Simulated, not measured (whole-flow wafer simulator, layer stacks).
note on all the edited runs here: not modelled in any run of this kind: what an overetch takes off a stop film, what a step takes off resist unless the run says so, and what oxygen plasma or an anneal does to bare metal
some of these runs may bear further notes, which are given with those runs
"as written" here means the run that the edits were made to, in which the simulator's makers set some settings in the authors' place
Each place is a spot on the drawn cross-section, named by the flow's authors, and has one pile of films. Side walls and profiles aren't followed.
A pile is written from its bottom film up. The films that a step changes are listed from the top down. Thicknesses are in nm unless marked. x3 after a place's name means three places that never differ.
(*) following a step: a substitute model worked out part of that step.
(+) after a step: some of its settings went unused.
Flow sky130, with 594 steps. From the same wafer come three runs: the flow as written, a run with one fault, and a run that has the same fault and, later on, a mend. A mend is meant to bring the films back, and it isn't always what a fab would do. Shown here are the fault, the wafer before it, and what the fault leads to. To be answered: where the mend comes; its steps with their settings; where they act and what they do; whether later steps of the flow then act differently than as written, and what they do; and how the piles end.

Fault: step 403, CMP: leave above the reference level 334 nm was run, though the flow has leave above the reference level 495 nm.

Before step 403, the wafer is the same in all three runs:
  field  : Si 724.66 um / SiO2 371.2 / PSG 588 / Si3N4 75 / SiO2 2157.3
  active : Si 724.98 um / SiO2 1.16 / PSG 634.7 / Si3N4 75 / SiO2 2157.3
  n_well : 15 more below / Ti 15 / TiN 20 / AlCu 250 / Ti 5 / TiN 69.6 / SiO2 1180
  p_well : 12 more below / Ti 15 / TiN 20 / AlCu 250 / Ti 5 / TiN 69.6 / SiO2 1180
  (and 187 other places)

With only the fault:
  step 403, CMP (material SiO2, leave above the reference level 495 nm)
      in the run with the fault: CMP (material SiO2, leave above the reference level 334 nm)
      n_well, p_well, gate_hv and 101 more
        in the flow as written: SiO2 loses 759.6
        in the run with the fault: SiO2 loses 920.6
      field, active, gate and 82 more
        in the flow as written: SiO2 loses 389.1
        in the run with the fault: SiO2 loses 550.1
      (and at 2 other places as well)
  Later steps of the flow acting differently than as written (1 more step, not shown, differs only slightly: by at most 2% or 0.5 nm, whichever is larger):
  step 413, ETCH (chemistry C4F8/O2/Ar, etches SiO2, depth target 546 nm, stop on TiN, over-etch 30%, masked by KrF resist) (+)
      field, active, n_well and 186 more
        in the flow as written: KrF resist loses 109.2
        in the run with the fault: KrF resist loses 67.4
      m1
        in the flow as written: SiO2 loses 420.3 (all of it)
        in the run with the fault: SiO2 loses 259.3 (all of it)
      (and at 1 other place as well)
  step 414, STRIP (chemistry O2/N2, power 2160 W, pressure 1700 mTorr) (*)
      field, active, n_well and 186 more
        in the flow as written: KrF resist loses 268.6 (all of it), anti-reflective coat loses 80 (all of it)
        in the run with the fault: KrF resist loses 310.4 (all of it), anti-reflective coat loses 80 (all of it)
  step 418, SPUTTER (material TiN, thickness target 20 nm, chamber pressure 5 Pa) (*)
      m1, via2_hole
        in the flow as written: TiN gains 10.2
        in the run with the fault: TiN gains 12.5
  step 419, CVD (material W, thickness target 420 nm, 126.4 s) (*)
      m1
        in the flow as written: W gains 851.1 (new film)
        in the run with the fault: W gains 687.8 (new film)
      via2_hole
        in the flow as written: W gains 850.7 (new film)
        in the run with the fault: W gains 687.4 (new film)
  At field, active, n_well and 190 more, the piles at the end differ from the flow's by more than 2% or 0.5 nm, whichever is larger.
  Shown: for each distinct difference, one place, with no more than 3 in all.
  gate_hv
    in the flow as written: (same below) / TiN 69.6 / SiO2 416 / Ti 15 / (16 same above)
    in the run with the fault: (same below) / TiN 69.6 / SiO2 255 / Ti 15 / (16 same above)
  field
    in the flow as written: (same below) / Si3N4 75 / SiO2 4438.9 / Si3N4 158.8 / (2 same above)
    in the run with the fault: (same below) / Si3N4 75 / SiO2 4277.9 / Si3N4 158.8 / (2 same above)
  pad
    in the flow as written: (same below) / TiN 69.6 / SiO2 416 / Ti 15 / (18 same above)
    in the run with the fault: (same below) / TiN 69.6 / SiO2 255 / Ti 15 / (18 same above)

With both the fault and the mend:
  The mend follows step 403.
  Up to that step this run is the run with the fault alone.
  step 403a, HDPCVD (thickness target 161 nm) (*) (a further turn of the flow's step 402, with different settings)
      field, active, n_well and 188 more
        SiO2 gains 161
  Later steps of the flow that are run all act as written at every place that is followed, up to a difference of at most 2% or 0.5 nm, whichever is larger.
  At every place that both follow, the piles at the end match the flow's.
